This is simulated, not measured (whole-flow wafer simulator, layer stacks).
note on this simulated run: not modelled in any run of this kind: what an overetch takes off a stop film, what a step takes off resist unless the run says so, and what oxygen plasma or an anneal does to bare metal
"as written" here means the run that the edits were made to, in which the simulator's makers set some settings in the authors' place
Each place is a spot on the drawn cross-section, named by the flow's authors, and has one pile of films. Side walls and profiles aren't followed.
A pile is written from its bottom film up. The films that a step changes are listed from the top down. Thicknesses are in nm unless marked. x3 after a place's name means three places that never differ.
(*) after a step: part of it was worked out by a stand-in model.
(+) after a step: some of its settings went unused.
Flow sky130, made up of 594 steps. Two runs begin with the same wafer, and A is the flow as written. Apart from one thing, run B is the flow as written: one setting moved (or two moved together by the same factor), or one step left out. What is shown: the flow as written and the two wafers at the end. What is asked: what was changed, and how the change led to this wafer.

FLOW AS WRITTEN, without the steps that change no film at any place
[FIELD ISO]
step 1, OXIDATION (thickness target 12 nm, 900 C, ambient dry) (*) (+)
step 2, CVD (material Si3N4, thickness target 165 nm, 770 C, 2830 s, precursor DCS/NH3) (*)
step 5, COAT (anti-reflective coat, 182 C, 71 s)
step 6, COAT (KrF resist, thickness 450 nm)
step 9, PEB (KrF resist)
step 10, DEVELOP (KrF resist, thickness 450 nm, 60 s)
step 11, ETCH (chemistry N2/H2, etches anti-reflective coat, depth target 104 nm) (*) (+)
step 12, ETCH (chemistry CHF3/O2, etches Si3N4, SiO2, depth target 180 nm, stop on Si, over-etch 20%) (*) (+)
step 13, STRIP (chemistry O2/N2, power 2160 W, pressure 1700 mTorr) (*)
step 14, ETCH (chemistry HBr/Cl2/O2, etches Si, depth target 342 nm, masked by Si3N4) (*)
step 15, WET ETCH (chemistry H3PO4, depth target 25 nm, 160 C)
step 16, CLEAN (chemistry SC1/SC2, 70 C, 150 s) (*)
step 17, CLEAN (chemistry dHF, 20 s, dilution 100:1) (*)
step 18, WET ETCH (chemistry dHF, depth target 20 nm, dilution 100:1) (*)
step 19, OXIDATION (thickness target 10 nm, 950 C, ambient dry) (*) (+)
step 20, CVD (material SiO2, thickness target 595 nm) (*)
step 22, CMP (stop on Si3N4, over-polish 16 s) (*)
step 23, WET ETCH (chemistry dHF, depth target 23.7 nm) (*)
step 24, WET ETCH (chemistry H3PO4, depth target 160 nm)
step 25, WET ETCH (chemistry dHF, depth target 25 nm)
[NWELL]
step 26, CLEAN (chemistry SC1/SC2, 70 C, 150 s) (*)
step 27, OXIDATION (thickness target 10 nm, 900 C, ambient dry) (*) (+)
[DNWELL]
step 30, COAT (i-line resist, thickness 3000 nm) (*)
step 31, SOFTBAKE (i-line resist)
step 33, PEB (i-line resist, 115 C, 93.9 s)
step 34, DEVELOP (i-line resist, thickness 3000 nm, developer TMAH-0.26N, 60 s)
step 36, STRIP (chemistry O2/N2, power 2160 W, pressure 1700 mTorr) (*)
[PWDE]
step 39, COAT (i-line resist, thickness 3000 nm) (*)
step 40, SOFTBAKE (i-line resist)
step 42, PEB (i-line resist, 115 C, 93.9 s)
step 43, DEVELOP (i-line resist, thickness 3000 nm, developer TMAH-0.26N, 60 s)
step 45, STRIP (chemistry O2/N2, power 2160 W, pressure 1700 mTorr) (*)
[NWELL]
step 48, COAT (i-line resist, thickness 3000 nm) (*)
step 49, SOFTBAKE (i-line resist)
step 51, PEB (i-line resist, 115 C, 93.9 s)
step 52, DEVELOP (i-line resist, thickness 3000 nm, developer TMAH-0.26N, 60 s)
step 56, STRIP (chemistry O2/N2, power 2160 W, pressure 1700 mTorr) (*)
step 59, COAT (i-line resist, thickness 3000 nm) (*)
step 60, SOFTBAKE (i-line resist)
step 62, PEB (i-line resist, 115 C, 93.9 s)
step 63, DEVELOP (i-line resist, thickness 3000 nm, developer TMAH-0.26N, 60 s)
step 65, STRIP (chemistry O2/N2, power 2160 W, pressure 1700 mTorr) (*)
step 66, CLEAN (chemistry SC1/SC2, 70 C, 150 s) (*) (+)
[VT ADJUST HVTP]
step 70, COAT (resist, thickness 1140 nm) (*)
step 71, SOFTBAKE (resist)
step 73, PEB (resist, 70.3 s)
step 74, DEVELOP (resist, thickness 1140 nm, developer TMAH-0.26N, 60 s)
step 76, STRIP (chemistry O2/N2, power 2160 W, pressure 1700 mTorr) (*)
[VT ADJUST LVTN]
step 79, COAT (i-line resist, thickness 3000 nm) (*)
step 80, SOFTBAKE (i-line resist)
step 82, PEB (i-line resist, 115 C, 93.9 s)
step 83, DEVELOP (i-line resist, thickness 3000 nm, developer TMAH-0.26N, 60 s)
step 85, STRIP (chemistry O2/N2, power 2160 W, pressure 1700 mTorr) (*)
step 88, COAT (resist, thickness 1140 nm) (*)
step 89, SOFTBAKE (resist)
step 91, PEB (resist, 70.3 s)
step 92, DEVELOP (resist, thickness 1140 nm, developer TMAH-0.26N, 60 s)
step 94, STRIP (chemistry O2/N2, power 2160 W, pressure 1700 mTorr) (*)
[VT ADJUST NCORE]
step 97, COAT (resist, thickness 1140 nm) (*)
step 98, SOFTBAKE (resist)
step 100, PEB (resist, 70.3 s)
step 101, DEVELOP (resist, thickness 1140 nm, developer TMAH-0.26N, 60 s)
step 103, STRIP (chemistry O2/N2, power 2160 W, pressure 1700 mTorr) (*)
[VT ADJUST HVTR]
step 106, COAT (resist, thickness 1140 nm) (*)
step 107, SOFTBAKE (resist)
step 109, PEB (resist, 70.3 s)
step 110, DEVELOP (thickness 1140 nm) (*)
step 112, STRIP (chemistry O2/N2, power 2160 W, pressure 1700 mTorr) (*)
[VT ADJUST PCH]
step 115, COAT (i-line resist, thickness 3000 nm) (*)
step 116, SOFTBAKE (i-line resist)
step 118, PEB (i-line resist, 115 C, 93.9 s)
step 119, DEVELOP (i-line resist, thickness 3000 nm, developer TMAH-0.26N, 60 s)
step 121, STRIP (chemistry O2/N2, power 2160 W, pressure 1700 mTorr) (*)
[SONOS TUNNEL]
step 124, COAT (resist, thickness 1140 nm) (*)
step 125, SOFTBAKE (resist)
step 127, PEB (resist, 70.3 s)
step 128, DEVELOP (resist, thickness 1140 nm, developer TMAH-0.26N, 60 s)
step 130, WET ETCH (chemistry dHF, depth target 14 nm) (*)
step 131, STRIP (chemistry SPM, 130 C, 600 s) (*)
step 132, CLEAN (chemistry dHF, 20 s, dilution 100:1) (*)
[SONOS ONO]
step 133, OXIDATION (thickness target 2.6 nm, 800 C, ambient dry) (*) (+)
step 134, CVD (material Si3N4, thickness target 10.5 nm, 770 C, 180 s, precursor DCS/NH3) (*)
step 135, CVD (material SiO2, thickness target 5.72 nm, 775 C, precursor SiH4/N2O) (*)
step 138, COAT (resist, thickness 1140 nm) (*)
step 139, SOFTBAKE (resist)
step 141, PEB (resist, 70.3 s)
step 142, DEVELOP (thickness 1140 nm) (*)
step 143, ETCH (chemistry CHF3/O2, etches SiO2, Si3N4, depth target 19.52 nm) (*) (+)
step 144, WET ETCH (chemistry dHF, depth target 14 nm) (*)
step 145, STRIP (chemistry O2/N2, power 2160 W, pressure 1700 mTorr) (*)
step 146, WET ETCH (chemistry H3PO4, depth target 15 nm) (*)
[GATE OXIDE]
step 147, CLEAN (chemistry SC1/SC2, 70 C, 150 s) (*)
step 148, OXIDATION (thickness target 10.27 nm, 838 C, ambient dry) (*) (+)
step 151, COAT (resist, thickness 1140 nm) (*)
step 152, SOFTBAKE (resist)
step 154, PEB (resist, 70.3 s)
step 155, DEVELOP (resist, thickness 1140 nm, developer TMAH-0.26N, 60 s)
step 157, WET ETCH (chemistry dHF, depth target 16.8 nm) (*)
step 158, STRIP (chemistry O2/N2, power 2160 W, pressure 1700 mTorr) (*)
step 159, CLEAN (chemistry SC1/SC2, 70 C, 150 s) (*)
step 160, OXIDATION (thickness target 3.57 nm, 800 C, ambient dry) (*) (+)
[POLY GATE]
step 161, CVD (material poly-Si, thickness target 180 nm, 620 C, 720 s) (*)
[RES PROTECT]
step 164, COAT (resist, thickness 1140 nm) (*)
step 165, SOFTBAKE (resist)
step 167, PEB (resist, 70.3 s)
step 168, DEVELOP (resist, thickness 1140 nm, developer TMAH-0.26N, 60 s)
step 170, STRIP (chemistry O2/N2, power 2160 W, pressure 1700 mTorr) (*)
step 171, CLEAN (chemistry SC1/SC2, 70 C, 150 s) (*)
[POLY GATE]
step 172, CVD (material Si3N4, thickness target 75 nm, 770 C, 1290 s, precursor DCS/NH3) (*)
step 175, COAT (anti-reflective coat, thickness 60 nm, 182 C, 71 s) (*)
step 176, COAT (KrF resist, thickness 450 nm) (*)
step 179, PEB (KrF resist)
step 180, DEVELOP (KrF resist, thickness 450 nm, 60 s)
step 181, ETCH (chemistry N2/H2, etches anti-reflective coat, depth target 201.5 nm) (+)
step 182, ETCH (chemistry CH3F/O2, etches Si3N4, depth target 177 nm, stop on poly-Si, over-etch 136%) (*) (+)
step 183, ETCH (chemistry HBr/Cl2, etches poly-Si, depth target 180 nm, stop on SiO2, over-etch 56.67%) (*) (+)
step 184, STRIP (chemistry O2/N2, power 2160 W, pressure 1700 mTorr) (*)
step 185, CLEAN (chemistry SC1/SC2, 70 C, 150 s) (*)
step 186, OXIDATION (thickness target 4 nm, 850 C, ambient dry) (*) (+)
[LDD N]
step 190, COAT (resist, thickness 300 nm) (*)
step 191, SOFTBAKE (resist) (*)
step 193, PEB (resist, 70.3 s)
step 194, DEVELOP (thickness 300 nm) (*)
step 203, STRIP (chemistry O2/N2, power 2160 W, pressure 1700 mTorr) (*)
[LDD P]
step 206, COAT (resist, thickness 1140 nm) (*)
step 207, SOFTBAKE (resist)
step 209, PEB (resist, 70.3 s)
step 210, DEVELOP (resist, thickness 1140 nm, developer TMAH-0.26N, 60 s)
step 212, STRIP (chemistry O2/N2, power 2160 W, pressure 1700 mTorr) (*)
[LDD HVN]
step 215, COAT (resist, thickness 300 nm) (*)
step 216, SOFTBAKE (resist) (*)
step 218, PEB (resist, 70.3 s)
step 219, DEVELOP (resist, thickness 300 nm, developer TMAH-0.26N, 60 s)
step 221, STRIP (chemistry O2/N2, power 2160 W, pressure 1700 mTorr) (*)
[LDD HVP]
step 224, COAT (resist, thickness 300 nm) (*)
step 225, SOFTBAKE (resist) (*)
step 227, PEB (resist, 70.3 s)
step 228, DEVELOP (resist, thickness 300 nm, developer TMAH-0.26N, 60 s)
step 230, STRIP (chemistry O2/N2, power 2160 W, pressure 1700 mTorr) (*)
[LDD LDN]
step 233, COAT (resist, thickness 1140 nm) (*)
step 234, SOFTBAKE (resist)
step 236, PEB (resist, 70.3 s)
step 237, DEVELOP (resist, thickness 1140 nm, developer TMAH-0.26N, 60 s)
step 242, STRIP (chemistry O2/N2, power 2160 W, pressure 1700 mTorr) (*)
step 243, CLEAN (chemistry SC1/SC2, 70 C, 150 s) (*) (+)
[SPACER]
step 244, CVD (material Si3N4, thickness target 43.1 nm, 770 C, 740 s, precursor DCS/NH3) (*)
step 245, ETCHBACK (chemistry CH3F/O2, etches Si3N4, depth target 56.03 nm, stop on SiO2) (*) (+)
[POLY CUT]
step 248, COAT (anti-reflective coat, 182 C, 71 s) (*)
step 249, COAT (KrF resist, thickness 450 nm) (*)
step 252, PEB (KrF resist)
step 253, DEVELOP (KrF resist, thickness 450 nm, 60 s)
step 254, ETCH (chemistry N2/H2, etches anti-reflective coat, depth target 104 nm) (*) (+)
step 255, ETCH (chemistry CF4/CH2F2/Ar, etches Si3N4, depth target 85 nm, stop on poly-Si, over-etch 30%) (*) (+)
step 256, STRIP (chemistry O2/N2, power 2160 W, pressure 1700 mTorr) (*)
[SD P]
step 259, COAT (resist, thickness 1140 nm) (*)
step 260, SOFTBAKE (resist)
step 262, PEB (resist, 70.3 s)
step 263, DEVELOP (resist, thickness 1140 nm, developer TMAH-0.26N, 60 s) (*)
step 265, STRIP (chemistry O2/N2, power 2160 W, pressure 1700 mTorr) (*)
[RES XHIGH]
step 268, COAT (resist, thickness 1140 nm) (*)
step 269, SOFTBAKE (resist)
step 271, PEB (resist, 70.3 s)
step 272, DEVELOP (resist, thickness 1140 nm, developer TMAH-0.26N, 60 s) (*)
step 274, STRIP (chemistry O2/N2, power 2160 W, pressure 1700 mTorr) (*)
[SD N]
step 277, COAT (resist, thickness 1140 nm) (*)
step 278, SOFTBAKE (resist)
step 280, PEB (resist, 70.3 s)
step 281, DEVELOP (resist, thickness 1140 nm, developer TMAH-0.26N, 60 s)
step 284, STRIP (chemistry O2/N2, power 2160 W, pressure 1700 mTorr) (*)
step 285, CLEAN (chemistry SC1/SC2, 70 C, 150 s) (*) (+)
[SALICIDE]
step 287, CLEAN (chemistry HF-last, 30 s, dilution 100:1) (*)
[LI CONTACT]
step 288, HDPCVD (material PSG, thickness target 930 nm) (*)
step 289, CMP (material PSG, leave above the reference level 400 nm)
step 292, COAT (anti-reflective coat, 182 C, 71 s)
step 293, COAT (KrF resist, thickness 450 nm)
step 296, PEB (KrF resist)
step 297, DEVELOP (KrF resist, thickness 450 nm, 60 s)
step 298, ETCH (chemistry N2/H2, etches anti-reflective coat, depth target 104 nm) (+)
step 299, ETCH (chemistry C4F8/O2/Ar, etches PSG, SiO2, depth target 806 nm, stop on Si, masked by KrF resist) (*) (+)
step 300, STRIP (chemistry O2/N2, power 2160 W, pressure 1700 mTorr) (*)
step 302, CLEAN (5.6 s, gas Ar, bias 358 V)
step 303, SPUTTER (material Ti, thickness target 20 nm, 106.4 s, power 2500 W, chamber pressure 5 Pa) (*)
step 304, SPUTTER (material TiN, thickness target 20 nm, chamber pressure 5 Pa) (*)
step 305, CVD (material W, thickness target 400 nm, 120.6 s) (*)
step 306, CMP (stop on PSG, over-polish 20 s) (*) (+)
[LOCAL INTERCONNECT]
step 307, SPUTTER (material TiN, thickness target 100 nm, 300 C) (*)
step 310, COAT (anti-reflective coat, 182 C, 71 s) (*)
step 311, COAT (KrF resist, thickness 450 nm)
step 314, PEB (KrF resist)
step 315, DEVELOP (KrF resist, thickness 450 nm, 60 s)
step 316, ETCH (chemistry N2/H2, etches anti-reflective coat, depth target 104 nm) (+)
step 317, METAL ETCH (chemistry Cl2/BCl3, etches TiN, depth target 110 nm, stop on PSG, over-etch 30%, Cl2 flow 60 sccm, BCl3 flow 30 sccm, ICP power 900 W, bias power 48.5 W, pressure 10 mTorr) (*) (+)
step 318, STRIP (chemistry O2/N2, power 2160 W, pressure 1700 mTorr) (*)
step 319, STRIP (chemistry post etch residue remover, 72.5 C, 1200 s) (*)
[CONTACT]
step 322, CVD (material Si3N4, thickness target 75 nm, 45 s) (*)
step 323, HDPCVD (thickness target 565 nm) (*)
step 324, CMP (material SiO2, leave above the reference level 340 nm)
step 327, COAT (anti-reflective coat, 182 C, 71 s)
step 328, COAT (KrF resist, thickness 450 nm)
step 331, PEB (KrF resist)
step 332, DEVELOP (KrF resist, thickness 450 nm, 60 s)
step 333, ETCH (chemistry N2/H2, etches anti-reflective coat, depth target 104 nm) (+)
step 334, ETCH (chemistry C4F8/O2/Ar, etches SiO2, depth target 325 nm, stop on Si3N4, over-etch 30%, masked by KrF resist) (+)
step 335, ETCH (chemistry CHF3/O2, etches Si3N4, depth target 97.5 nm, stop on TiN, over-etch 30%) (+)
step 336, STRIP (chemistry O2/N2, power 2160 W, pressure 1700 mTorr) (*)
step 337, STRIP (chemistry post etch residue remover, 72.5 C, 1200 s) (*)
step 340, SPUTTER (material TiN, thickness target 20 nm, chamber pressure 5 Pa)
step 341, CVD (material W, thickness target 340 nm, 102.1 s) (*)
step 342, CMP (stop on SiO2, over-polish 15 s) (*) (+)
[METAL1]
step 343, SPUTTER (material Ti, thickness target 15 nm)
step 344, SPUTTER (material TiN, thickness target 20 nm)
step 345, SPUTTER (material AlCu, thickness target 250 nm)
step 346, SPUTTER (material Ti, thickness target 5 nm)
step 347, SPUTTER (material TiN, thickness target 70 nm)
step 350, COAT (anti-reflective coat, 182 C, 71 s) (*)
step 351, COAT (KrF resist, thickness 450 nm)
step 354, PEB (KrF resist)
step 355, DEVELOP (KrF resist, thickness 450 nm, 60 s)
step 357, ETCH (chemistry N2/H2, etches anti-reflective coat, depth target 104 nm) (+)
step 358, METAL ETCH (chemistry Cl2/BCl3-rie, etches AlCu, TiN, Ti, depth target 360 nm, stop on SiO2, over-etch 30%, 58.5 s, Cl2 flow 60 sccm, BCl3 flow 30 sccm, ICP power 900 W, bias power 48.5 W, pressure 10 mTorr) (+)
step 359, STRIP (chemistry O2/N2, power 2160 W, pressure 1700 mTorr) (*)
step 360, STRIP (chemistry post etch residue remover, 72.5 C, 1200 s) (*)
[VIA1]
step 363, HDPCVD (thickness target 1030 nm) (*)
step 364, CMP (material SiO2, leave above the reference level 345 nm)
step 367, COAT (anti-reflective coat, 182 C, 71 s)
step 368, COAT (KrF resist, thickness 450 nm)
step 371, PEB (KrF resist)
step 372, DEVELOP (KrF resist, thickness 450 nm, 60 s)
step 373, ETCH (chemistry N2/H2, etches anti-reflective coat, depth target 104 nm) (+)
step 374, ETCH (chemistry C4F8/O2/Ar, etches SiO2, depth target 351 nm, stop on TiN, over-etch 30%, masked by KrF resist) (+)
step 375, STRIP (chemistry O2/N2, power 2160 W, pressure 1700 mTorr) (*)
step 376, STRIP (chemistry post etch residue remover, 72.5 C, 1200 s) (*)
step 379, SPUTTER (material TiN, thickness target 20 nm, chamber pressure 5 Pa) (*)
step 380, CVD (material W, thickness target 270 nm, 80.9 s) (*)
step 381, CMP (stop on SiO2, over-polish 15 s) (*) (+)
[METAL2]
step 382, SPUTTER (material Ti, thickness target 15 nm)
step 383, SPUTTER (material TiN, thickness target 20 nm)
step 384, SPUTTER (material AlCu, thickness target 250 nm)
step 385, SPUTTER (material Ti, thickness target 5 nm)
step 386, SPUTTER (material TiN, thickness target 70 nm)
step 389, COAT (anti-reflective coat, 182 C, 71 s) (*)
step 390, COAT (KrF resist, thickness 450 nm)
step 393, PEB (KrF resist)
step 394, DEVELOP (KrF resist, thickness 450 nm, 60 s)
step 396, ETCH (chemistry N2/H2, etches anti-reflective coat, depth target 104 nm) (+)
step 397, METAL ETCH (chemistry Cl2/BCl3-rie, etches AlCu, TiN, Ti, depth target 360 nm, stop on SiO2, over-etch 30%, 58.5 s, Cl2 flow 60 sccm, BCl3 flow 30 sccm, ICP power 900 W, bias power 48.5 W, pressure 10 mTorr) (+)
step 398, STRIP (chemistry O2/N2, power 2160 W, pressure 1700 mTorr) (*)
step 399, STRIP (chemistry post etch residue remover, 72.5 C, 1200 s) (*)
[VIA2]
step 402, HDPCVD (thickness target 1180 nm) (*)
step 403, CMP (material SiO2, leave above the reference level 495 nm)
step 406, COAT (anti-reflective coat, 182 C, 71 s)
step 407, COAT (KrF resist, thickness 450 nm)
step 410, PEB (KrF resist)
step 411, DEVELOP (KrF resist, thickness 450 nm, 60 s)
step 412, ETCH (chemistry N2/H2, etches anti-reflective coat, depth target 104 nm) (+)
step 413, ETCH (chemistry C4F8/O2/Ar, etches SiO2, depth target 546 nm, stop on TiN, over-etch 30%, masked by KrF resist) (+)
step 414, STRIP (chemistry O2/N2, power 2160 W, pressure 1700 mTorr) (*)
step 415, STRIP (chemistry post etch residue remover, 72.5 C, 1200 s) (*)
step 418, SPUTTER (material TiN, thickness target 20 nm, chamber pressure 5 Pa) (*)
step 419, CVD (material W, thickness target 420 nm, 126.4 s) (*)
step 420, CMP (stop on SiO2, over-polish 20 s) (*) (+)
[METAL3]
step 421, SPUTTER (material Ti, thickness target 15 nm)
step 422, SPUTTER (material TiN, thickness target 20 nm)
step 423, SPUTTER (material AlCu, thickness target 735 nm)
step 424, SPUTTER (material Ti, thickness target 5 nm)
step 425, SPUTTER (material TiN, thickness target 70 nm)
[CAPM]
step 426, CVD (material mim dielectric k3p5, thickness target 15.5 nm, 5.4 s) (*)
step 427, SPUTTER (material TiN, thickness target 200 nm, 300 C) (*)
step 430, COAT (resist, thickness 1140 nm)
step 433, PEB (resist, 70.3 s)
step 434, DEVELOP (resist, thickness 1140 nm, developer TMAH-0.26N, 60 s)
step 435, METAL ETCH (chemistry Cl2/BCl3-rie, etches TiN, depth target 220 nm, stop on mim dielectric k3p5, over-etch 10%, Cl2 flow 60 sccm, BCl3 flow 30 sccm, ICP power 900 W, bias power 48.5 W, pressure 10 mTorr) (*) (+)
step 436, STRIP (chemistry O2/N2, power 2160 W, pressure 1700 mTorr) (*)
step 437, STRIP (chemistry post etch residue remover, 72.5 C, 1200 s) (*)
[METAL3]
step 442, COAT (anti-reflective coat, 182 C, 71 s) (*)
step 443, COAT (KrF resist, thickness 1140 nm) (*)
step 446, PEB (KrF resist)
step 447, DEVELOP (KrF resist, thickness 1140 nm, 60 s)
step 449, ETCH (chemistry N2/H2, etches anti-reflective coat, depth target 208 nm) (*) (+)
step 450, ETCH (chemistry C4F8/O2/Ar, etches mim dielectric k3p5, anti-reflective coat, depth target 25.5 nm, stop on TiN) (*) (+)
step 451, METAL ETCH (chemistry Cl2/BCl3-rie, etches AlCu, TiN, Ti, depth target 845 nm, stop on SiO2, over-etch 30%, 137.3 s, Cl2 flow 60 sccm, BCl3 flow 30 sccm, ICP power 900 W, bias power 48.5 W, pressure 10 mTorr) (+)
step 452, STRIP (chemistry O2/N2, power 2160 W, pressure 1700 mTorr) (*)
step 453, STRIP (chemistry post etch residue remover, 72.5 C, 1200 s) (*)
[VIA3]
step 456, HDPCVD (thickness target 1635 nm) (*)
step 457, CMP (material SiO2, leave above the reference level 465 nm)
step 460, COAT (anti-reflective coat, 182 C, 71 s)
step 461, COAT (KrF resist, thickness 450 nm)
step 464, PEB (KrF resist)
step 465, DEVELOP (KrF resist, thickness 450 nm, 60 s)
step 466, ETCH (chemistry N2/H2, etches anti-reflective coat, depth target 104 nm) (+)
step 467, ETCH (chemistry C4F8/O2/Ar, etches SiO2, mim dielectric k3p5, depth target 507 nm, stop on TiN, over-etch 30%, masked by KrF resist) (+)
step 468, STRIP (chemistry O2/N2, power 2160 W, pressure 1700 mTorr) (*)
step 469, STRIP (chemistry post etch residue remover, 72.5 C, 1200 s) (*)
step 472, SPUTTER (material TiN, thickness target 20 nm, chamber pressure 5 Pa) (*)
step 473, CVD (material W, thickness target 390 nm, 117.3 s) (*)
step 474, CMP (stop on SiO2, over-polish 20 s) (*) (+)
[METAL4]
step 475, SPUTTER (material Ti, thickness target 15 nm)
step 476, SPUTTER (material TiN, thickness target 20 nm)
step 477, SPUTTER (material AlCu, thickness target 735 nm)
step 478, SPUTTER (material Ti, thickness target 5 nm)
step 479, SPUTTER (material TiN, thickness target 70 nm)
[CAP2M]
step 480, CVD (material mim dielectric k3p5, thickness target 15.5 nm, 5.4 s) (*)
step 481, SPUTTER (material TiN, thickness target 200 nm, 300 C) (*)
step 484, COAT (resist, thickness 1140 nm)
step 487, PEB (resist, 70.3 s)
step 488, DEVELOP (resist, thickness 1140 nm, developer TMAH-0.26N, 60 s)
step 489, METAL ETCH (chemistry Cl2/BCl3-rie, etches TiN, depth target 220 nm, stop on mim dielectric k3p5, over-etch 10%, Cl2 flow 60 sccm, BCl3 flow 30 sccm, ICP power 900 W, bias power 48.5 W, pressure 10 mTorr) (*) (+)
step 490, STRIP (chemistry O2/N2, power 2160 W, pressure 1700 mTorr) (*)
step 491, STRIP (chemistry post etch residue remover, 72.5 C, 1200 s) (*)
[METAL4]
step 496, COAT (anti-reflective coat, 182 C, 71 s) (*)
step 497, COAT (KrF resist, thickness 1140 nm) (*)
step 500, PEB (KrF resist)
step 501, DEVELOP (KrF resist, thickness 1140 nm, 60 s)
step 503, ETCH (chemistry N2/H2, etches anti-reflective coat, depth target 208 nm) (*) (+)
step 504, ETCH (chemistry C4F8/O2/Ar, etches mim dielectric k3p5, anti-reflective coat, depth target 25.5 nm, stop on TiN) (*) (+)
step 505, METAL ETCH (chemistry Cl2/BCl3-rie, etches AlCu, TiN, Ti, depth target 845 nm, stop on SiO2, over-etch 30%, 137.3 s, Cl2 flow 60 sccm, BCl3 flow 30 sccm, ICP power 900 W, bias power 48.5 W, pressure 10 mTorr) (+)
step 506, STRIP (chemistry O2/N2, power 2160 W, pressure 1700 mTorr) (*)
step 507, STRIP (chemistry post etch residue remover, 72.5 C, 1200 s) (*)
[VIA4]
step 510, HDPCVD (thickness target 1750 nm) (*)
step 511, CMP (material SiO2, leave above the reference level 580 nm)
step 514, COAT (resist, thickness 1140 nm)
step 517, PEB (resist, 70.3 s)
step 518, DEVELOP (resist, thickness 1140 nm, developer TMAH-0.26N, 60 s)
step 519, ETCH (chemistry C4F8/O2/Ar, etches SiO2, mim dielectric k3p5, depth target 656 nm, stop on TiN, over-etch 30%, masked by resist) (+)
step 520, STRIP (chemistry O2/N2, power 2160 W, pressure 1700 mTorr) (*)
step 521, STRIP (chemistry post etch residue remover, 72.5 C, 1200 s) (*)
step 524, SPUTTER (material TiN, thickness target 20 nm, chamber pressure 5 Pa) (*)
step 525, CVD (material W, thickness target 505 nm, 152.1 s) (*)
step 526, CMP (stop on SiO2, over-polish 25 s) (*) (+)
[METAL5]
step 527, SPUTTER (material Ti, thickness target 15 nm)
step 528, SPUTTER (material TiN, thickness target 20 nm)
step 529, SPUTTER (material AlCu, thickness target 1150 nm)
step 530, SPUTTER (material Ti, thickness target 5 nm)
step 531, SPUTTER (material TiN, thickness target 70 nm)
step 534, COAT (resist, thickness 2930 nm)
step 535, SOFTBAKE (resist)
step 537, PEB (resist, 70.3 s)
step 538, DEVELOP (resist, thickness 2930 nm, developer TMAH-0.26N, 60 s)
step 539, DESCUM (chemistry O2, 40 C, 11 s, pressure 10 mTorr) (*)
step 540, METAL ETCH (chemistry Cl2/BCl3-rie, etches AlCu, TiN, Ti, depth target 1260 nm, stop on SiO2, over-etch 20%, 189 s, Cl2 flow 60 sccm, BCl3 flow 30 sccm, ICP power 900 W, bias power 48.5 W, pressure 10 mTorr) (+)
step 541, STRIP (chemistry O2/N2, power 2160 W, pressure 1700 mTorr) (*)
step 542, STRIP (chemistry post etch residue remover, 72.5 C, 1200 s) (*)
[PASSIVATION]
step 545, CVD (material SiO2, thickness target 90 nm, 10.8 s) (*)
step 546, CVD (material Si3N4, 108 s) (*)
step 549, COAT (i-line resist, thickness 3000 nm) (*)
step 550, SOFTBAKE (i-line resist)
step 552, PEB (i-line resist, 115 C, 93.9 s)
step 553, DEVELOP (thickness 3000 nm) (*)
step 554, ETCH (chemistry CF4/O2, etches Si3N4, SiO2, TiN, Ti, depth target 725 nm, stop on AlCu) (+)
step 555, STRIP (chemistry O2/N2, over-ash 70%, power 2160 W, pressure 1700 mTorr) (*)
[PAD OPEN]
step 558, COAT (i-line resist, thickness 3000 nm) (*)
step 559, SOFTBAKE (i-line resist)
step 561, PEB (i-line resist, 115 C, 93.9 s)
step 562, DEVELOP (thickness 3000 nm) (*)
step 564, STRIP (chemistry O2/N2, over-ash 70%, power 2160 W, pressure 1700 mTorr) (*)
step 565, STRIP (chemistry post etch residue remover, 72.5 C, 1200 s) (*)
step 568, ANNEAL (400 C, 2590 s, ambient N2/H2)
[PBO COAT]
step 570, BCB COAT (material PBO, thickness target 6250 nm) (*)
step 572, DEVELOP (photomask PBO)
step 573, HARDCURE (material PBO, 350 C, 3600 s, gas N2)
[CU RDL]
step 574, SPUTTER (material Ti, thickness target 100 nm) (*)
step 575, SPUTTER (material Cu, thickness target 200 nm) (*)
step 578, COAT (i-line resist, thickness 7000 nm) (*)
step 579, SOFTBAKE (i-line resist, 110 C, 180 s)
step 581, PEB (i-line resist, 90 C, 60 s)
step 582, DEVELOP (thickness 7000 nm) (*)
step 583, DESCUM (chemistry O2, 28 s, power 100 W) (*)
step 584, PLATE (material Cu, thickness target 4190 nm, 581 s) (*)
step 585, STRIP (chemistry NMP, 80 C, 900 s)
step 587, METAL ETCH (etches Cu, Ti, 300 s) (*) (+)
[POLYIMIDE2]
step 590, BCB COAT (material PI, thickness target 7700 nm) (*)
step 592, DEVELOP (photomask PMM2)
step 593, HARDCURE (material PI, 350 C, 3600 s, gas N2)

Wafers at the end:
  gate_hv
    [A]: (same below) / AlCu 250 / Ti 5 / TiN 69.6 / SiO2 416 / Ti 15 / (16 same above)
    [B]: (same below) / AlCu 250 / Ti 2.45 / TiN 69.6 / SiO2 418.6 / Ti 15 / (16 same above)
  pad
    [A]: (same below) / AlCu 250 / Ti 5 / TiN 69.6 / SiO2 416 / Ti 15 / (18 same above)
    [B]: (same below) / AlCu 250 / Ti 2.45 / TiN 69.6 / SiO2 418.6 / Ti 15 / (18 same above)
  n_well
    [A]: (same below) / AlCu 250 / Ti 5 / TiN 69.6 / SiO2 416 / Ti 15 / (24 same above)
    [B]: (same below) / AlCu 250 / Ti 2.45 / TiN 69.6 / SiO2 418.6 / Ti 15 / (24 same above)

What caused this: step 385, SPUTTER: thickness target 2.45 nm was run, while the flow as written has thickness target 5 nm.
One can read it off the wafer: gate_hv has Ti 2.45, and step 385 as written asks for 5 nm.

Step by step, how the change led to this:
  step 385, SPUTTER (material Ti, thickness target 5 nm)
      field, active, n_well and 188 more: A Ti gains 5 (new film) | B Ti gains 2.45 (new film)
  step 397, METAL ETCH (chemistry Cl2/BCl3-rie, etches AlCu, TiN, Ti, depth target 360 nm, stop on SiO2, over-etch 30%, 58.5 s, Cl2 flow 60 sccm, BCl3 flow 30 sccm, ICP power 900 W, bias power 48.5 W, pressure 10 mTorr) (+)
      field, active, gate and 82 more: A TiN loses 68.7 (all of it), Ti loses 5 (all of it), AlCu loses 250 (all of it), TiN loses 20 (all of it), Ti loses 15 (all of it), SiO2 loses 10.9 | B TiN loses 68.7 (all of it), Ti loses 2.45 (all of it), AlCu loses 250 (all of it), TiN loses 20 (all of it), Ti loses 15 (all of it), SiO2 loses 11.2
